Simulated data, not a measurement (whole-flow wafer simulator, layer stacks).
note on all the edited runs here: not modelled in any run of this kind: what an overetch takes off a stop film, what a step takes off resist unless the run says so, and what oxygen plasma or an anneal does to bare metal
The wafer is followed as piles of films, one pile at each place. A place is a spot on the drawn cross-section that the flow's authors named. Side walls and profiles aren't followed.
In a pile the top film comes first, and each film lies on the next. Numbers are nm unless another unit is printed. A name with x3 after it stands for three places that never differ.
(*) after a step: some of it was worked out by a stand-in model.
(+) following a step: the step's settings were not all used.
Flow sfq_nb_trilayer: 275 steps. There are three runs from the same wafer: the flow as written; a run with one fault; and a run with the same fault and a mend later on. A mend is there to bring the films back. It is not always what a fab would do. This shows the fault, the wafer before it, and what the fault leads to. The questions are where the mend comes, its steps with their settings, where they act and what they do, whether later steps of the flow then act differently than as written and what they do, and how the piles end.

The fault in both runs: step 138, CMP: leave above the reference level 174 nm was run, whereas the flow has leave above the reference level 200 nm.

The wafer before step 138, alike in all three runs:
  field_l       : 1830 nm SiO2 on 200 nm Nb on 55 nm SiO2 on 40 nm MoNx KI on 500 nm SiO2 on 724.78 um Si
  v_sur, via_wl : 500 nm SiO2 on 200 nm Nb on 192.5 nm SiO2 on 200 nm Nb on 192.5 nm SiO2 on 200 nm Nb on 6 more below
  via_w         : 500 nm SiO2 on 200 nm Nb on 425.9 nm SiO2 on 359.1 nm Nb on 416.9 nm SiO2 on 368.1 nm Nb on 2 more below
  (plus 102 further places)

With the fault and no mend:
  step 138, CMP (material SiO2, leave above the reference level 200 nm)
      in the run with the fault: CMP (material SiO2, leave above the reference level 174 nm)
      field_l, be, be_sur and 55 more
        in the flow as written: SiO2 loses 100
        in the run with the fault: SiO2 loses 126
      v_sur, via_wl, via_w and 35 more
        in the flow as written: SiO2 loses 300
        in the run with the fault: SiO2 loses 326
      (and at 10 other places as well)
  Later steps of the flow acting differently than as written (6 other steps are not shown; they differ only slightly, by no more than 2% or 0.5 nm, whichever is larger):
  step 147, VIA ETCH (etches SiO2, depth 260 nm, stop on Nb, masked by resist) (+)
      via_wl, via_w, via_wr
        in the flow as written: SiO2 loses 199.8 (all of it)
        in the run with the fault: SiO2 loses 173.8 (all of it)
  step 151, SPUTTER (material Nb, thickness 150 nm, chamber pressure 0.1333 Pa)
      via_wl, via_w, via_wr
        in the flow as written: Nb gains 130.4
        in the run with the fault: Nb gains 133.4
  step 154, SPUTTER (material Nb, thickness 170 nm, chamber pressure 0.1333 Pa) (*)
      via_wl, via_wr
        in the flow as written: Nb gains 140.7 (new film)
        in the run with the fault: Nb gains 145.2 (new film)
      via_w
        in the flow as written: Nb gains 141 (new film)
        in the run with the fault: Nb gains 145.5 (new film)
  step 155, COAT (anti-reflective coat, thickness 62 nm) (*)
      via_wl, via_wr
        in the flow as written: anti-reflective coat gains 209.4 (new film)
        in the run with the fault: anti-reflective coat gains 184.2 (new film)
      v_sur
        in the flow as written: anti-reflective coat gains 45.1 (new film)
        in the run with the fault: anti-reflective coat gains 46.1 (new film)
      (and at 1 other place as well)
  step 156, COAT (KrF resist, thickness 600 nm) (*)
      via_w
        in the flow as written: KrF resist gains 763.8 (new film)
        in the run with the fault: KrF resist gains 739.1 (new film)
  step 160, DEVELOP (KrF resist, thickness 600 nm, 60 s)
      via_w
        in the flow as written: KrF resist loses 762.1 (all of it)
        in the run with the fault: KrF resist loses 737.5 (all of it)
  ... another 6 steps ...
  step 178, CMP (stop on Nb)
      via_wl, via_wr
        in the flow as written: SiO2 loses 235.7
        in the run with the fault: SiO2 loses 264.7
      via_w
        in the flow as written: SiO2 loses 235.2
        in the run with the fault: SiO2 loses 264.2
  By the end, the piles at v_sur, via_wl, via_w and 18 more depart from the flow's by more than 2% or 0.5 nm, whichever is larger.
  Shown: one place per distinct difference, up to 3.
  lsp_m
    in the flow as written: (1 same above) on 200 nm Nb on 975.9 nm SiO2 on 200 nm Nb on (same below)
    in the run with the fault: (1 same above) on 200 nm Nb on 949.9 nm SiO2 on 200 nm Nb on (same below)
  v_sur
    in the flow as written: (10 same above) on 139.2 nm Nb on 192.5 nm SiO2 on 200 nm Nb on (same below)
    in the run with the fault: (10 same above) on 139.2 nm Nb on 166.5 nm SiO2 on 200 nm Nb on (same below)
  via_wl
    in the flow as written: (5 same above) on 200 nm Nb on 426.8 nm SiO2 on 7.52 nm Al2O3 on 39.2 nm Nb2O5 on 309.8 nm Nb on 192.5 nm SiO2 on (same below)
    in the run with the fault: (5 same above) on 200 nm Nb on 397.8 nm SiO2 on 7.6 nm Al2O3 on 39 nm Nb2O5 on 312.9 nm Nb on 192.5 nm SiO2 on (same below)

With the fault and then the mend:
  The mend follows step 145.
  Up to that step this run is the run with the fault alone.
  step 145a, STRIP (over-ash 65%, gas O2, power 200 W) (*)
      field_l, v_sur, via_sp and 100 more
        KrF resist loses 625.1 (all of it), anti-reflective coat loses 62 (all of it)
      via_wl, via_w, via_wr
        anti-reflective coat loses 62 (all of it)
  step 145b, PECVD (material SiO2, thickness 26 nm, 150 C, 5.778 s, RF power 183.3 W, pressure 2.4 Torr, precursor SiH4/N2O) (the flow's step 137, run once more with other settings)
      field_l, v_sur, via_wl and 103 more
        SiO2 gains 26
  step 145c, COAT (anti-reflective coat, thickness 62 nm) (the flow's step 140, run once more)
      field_l, v_sur, via_wl and 103 more
        anti-reflective coat gains 62 (new film)
  step 145d, COAT (KrF resist, thickness 650 nm) (the flow's step 141, run once more)
      field_l, v_sur, via_wl and 103 more
        KrF resist gains 650 (new film)
  step 145e, SOFTBAKE (KrF resist) (the flow's step 142, run once more)
      does not change any film at any place that is followed
  step 145f, EXPOSE (photomask I4, dose 11.93 mJ/cm2, NA 0.6, wavelength 248 nm) (*) (the flow's step 143, run once more)
      does not change any film at any place that is followed
  step 145g, PEB (KrF resist, 90 s) (the flow's step 144, run once more)
      field_l, v_sur, via_wl and 103 more
        KrF resist loses 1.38
  step 145h, DEVELOP (KrF resist, thickness 650 nm, 60 s) (the flow's step 145, run once more)
      field_l, v_sur, via_sp and 100 more
        KrF resist loses 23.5
      via_wl, via_w, via_wr
        KrF resist loses 648.6 (all of it)
  Later steps of the flow that are run all act as written at every place that is followed, up to a difference of at most 2% or 0.5 nm, whichever is larger.
  When the end is reached, the piles differ only a little from the flow's at the places that both follow, at most by 2% or 0.5 nm, whichever is larger.
